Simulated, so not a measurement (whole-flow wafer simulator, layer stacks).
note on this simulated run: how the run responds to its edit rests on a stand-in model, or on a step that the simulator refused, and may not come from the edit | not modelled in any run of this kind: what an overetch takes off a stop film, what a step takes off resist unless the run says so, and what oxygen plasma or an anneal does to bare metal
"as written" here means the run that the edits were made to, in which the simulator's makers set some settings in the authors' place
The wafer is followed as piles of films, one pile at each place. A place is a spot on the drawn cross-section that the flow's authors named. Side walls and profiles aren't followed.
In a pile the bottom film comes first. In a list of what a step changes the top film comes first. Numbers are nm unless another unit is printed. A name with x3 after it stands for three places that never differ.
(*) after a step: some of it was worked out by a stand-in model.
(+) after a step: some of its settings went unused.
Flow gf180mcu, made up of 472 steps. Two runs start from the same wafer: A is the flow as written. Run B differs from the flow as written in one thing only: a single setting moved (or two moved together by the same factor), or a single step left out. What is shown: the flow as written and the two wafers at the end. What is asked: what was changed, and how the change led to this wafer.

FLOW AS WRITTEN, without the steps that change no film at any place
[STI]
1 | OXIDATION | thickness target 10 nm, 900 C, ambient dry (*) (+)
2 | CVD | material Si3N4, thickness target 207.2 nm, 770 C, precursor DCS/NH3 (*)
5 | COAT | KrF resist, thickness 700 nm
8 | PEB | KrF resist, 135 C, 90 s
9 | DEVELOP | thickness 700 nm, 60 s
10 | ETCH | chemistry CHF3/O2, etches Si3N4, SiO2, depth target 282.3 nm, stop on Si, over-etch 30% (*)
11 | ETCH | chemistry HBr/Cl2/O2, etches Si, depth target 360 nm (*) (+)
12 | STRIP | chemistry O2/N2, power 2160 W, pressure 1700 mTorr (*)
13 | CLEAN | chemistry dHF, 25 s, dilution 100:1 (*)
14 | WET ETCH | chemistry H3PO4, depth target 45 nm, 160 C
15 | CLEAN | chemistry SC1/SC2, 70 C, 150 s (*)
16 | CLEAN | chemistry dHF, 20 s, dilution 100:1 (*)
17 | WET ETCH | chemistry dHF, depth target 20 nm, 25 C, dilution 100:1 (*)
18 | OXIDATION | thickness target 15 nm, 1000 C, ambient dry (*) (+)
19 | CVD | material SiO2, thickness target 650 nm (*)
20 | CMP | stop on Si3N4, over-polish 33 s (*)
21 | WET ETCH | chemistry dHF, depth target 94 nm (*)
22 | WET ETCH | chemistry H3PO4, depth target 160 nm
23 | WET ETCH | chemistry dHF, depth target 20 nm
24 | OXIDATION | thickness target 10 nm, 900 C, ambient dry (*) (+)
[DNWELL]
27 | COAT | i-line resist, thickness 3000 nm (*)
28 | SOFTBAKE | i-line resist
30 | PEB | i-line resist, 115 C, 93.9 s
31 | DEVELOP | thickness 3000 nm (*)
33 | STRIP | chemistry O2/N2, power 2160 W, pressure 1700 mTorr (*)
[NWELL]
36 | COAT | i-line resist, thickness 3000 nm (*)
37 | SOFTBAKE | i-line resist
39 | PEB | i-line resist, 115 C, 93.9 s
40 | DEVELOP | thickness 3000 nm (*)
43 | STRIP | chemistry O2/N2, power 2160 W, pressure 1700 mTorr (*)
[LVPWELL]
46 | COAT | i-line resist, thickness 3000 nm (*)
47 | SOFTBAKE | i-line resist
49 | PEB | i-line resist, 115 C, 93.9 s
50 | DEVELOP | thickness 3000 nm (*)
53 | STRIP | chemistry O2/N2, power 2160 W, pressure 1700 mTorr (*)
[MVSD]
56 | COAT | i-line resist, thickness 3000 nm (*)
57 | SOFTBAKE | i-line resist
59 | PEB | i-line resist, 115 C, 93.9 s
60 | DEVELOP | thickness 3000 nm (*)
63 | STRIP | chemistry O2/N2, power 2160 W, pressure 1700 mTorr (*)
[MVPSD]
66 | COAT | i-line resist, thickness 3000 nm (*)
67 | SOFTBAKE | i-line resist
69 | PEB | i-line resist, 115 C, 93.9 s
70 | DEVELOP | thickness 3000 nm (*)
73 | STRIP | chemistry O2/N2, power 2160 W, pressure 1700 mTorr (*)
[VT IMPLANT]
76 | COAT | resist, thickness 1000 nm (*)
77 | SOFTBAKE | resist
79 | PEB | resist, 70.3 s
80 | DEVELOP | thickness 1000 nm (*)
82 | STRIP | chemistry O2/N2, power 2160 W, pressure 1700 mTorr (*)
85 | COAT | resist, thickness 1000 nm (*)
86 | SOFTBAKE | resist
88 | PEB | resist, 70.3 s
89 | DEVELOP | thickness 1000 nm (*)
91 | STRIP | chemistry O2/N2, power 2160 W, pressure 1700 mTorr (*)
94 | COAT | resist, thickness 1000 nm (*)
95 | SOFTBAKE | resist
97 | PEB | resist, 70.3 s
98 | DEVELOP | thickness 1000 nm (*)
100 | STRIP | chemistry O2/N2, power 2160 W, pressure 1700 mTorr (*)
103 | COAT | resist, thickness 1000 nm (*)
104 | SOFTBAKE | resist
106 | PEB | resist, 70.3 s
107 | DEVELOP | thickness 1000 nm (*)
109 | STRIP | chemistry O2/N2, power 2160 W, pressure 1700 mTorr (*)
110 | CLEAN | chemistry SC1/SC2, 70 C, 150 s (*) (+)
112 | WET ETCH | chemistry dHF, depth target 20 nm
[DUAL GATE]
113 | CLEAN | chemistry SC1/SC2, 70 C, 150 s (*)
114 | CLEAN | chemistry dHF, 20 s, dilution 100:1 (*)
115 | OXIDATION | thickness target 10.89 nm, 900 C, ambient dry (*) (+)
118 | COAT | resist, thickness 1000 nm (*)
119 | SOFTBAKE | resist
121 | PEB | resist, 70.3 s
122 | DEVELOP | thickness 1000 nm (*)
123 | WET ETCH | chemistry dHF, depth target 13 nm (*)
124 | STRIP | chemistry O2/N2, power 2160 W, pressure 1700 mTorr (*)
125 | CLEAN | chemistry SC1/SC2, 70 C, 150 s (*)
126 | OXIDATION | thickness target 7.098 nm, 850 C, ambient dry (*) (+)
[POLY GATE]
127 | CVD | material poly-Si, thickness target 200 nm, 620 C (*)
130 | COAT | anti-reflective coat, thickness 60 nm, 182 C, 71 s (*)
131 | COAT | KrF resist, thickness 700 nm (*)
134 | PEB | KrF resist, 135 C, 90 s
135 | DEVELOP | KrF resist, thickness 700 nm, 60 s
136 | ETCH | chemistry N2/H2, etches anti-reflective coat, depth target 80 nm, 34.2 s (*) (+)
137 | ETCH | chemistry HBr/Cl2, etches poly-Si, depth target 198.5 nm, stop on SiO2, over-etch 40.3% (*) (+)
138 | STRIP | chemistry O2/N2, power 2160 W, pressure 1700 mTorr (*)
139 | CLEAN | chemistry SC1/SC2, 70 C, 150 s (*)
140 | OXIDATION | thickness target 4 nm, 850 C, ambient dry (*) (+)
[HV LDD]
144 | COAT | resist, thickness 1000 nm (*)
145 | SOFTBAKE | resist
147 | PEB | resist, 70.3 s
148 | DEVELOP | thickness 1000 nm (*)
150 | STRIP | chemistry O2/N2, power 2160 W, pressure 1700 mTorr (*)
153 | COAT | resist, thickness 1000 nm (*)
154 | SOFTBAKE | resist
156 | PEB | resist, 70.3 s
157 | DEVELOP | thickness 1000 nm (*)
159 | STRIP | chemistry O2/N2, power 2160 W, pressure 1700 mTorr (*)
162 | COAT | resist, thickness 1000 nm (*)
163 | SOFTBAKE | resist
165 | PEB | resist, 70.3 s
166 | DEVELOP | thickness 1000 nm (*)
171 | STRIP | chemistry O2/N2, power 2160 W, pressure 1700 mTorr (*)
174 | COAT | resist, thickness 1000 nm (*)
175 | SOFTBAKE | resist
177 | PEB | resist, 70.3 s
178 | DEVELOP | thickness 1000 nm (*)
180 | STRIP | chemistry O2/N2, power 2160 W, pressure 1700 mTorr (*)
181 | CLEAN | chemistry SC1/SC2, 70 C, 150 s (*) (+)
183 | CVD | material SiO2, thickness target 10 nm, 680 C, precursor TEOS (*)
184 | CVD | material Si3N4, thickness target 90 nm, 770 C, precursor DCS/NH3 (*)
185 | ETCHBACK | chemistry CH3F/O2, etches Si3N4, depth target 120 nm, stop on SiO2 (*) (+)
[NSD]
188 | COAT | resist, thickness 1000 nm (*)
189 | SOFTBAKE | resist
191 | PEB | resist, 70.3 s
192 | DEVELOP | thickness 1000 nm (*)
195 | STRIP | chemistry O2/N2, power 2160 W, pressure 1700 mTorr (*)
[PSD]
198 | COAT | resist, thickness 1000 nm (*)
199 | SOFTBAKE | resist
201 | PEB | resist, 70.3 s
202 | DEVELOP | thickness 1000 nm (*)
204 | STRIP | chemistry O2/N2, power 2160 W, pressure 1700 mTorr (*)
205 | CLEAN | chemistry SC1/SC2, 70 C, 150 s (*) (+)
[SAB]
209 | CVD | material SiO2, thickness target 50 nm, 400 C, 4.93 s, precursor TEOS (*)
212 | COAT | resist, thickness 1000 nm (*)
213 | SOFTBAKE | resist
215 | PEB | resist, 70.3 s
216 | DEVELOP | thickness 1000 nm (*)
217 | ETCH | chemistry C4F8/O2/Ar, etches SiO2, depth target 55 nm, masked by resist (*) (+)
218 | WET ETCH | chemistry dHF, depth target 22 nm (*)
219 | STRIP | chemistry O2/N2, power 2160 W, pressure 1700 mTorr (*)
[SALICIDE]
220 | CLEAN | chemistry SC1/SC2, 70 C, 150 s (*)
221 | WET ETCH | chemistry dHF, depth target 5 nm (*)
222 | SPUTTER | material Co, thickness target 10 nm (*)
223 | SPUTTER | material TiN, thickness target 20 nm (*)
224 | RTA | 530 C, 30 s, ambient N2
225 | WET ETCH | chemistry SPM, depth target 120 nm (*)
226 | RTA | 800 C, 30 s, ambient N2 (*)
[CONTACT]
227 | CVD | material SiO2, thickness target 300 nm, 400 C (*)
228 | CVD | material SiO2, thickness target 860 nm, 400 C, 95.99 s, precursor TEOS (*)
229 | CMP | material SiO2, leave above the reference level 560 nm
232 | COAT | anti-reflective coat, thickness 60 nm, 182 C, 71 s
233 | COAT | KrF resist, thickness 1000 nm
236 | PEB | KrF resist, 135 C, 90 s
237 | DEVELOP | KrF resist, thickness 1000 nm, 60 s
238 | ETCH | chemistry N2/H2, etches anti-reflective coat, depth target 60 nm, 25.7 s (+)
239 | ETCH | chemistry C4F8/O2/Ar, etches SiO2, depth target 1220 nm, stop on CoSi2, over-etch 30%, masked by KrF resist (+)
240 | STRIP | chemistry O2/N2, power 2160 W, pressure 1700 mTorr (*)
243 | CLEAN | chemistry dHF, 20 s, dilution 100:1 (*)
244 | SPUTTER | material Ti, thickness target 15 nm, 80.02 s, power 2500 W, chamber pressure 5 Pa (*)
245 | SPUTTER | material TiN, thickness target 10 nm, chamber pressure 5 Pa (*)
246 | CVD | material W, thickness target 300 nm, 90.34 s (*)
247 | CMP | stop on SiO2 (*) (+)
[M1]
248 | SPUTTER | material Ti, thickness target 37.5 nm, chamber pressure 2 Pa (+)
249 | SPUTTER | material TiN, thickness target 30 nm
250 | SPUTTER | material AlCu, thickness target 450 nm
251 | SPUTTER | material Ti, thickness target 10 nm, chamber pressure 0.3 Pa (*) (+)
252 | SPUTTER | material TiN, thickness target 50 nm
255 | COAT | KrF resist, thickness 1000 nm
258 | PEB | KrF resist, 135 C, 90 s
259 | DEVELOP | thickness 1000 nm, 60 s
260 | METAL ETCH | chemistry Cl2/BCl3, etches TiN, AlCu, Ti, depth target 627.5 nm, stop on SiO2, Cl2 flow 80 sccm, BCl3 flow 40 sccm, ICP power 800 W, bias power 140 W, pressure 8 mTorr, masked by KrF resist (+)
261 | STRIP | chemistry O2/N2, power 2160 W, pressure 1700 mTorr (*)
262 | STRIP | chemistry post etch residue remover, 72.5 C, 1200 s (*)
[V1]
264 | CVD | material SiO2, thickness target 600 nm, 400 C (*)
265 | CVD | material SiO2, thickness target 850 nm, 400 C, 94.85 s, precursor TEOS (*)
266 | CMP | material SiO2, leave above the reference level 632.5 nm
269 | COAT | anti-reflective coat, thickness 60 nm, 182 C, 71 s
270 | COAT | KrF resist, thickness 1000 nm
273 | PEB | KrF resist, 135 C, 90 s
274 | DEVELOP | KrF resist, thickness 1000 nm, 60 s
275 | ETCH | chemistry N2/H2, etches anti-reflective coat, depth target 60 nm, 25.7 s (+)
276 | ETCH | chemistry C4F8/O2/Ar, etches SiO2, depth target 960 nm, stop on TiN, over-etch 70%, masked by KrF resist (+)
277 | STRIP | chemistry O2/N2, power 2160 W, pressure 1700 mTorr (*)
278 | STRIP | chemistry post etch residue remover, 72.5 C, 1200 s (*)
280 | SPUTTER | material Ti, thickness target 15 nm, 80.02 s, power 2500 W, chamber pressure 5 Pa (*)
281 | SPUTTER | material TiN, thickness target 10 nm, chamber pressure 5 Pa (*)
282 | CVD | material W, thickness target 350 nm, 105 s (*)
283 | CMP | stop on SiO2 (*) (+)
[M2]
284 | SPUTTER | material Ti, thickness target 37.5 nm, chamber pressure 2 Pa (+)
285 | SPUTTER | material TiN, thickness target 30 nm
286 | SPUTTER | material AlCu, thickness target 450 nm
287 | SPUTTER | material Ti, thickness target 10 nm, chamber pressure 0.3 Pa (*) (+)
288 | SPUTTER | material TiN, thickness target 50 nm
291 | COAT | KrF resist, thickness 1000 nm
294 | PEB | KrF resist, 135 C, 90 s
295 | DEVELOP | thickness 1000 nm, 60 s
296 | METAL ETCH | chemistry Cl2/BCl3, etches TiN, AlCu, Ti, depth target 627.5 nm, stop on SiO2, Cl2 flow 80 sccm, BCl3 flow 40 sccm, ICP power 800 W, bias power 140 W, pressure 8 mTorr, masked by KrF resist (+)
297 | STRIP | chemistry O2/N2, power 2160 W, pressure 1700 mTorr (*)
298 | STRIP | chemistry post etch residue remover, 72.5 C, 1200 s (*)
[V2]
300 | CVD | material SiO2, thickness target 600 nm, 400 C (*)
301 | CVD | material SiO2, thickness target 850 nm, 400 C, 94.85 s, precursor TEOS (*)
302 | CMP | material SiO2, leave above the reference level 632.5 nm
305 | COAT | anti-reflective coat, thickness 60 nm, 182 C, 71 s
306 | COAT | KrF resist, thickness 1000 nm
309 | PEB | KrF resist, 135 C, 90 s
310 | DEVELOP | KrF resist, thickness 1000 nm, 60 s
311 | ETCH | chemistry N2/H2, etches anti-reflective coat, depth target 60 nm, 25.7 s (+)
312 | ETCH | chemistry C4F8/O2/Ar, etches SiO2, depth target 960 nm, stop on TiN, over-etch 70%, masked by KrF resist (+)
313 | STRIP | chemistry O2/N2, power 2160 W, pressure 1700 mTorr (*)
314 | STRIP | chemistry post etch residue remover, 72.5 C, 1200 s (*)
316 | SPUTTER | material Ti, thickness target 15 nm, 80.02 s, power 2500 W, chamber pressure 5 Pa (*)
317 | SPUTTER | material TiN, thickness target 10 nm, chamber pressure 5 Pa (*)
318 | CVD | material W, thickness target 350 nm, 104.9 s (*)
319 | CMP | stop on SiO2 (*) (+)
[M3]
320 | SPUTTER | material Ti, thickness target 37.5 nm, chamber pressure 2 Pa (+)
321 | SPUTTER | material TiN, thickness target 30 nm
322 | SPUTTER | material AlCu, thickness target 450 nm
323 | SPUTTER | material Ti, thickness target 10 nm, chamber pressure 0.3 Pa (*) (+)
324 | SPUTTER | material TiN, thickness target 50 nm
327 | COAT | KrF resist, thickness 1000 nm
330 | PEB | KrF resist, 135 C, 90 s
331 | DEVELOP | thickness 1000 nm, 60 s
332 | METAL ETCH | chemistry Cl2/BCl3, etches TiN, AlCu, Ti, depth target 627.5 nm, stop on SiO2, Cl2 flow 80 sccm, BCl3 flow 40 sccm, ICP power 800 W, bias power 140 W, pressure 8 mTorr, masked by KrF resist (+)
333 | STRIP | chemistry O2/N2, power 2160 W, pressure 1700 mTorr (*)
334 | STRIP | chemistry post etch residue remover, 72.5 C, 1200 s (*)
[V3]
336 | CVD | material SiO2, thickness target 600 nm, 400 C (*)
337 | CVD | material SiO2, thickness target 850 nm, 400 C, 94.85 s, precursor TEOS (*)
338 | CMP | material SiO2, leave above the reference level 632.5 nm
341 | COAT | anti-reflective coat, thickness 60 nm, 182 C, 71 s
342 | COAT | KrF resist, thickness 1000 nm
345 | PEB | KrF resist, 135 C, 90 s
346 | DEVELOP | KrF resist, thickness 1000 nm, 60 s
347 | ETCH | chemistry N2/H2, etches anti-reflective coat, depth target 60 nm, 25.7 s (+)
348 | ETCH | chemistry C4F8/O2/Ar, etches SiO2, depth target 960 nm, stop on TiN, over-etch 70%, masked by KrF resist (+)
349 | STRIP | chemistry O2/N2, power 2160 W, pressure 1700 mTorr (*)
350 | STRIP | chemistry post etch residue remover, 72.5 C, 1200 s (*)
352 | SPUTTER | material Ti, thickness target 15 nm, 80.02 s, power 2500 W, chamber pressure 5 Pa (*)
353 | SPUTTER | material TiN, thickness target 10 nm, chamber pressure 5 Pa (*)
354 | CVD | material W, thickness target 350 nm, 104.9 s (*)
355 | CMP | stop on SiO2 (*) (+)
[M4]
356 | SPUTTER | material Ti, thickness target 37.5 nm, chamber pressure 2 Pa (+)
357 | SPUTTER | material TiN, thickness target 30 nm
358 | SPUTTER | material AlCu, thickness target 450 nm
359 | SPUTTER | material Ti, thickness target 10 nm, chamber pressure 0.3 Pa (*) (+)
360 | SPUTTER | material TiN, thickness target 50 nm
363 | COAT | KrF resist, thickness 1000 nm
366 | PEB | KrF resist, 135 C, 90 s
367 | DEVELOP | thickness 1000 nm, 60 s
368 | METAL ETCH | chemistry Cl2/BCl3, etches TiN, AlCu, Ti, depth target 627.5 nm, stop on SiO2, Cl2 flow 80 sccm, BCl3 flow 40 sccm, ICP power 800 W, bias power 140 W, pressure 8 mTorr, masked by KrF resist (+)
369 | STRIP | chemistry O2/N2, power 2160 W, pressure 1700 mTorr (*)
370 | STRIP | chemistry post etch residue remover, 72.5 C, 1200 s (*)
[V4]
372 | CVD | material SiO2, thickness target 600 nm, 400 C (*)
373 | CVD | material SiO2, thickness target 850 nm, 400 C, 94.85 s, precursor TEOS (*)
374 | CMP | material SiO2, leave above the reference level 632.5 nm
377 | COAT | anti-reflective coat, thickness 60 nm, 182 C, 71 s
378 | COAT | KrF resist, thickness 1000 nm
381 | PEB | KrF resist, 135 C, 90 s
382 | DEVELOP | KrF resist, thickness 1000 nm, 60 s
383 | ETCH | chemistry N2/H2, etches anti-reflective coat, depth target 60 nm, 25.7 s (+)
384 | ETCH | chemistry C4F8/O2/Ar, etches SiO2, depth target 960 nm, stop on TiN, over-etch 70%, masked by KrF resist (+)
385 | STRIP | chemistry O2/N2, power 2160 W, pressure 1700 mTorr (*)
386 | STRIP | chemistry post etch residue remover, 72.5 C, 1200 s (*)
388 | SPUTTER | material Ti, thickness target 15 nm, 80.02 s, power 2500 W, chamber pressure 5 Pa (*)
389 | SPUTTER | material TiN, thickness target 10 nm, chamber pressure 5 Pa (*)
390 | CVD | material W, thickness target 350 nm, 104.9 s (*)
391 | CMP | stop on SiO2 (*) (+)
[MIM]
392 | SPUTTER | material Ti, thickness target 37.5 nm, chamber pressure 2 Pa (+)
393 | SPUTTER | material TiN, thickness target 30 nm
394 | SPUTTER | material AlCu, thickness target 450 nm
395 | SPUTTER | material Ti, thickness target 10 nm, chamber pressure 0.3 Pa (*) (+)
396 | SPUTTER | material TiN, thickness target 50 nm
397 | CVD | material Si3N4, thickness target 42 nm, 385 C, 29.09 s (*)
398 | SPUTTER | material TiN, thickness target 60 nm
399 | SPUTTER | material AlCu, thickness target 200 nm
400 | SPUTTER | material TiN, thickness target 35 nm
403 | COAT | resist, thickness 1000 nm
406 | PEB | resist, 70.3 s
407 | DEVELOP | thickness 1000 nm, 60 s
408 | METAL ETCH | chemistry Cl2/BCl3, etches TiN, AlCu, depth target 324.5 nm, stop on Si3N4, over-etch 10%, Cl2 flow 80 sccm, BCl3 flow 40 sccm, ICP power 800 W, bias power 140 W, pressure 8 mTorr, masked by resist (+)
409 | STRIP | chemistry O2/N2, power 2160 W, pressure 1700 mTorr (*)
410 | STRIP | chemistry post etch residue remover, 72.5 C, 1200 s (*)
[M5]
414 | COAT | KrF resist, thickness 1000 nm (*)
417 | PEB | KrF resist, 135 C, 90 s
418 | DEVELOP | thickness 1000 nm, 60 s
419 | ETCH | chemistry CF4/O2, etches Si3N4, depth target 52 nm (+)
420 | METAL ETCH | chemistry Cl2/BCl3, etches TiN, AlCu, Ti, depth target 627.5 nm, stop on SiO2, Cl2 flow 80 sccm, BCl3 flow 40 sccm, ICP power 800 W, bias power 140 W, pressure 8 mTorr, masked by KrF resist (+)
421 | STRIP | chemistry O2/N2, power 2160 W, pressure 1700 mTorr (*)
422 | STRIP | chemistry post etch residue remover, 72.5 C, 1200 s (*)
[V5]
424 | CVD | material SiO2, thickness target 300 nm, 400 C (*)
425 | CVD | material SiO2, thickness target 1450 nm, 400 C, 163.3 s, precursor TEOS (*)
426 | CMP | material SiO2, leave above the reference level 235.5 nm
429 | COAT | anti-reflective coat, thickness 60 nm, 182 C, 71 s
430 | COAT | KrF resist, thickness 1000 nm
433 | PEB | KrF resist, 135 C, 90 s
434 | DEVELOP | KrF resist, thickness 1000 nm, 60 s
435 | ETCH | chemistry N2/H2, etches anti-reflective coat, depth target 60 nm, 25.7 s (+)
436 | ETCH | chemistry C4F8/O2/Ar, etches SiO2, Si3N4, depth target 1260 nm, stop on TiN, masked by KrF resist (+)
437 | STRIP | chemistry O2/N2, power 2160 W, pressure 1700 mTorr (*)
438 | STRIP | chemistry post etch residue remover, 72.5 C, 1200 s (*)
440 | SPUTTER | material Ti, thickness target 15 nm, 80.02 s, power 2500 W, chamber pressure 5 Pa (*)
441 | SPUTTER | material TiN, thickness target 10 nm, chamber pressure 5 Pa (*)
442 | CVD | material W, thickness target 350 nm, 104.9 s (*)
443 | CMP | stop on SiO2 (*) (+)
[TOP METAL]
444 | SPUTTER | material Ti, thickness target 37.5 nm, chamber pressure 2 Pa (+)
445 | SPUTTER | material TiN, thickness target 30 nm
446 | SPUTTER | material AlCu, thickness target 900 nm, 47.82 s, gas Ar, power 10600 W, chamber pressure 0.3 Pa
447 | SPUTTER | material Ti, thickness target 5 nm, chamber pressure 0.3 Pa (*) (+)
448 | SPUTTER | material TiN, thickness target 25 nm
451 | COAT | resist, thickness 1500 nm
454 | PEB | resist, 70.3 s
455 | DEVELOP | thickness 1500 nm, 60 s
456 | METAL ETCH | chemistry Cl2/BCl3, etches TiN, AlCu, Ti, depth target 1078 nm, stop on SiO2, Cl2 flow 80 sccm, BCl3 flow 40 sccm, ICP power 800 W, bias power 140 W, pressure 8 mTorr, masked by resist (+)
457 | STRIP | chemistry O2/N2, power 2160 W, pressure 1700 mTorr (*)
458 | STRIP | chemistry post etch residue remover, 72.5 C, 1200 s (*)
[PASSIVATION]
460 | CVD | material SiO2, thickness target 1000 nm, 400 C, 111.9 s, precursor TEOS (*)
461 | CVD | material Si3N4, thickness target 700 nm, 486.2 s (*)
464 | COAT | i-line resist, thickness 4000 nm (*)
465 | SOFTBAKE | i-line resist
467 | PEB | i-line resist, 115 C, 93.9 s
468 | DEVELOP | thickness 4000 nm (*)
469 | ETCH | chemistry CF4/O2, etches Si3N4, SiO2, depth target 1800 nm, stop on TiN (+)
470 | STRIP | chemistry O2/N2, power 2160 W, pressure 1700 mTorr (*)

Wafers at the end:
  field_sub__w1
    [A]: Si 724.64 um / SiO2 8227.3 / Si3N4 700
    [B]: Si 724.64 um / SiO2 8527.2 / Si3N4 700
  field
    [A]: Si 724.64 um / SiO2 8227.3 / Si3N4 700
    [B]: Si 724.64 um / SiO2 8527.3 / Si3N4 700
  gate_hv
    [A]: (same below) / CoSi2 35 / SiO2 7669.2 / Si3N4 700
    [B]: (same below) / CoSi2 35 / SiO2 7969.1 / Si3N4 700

The reason: step 374, CMP: leave above the reference level 986.7 nm was run, though the flow has leave above the reference level 632.5 nm.

How this came from the change, step by step:
  374 | CMP | material SiO2, leave above the reference level 632.5 nm
      field, field__w1, field__w2 and 103 more: A SiO2 loses 300 | B nothing
      field__w8, contact, m1, m1__w1, m1_nw: A SiO2 loses 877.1 | B SiO2 loses 522.9
  377 | COAT | anti-reflective coat, thickness 60 nm, 182 C, 71 s
      field: A anti-reflective coat gains 60 (new film) | B anti-reflective coat gains 81.7 (new film)
      field__w8: A anti-reflective coat gains 60 (new film) | B anti-reflective coat gains 30.4 (new film)
      (also at 11 further places)
  378 | COAT | KrF resist, thickness 1000 nm
      m1: A KrF resist gains 1000 (new film) | B KrF resist gains 979.3 (new film)
      m1_nw: A KrF resist gains 1000 (new film) | B KrF resist gains 977.5 (new film)
  383 | ETCH | chemistry N2/H2, etches anti-reflective coat, depth target 60 nm, 25.7 s (+)
      contact: A anti-reflective coat loses 60 (all of it), SiO2 loses 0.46 | B anti-reflective coat loses 33.2 (all of it), SiO2 loses 1.15
  384 | ETCH | chemistry C4F8/O2/Ar, etches SiO2, depth target 960 nm, stop on TiN, over-etch 70%, masked by KrF resist (+)
      contact: A SiO2 loses 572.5 (all of it) | B SiO2 loses 926 (all of it)
  385 | STRIP | chemistry O2/N2, power 2160 W, pressure 1700 mTorr (*)
      field: A KrF resist loses 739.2 (all of it), anti-reflective coat loses 60 (all of it) | B KrF resist loses 728.9 (all of it), anti-reflective coat loses 81.7 (all of it)
      field__w8: A KrF resist loses 739.2 (all of it), anti-reflective coat loses 60 (all of it) | B KrF resist loses 733.5 (all of it), anti-reflective coat loses 30.4 (all of it)
      (also at 12 further places)
  388 | SPUTTER | material Ti, thickness target 15 nm, 80.02 s, power 2500 W, chamber pressure 5 Pa (*)
      contact: A Ti gains 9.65 (new film) | B Ti gains 8.11 (new film)
  389 | SPUTTER | material TiN, thickness target 10 nm, chamber pressure 5 Pa (*)
      contact: A TiN gains 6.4 (new film) | B TiN gains 5.38 (new film)
  390 | CVD | material W, thickness target 350 nm, 104.9 s (*)
      contact: A W gains 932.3 (new film) | B W gains 1234.8 (new film)
  391 | CMP | stop on SiO2 (*) (+)
      m1, m1__w1, m1_nw: A W loses 350 (all of it), TiN loses 10 (all of it), Ti loses 15 (all of it), SiO2 loses 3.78 | B W loses 350 (all of it), TiN loses 10 (all of it), Ti loses 15 (all of it), SiO2 loses 5.83
      field__w8: A W loses 350 (all of it), TiN loses 10 (all of it), Ti loses 15 (all of it), SiO2 loses 3.78 | B W loses 350 (all of it), TiN loses 10 (all of it), Ti loses 15 (all of it), SiO2 loses 5.84
  403 | COAT | resist, thickness 1000 nm
      field__w8: A resist gains 1000 (new film) | B resist gains 954.7 (new film)
      m1: A resist gains 1000 (new film) | B resist gains 954.4 (new film)
      (also at 2 further places)
  404 | SOFTBAKE | resist
      polyc_n, polyc_p: A nothing | B resist gains 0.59
      field: A nothing | B resist loses 0.63
      (also at 12 further places)
  406 | PEB | resist, 70.3 s
      field__w8, m1, m1__w1: A resist loses 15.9 | B resist loses 15.1
      m1_nw: A resist loses 15.9 | B resist loses 15.2
  407 | DEVELOP | thickness 1000 nm, 60 s
      field__w8: A resist loses 984.1 (all of it) | B resist loses 938.1 (all of it)
      m1: A resist loses 984.1 (all of it) | B resist loses 937.5 (all of it)
      (also at 2 further places)
  414 | COAT | KrF resist, thickness 1000 nm (*)
      field__w8: A KrF resist gains 1000 (new film) | B KrF resist gains 956.8 (new film)
      m1: A KrF resist gains 1000.5 (new film) | B KrF resist gains 956.9 (new film)
      (also at 2 further places)
  421 | STRIP | chemistry O2/N2, power 2160 W, pressure 1700 mTorr (*)
      field__w8: A KrF resist loses 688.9 (all of it) | B KrF resist loses 646.1 (all of it)
      m1: A KrF resist loses 689.3 (all of it) | B KrF resist loses 646.2 (all of it)
      (also at 2 further places)
  426 | CMP | material SiO2, leave above the reference level 235.5 nm
      field__w8, m1, m1__w1, m1_nw: A SiO2 loses 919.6 | B SiO2 loses 971.8
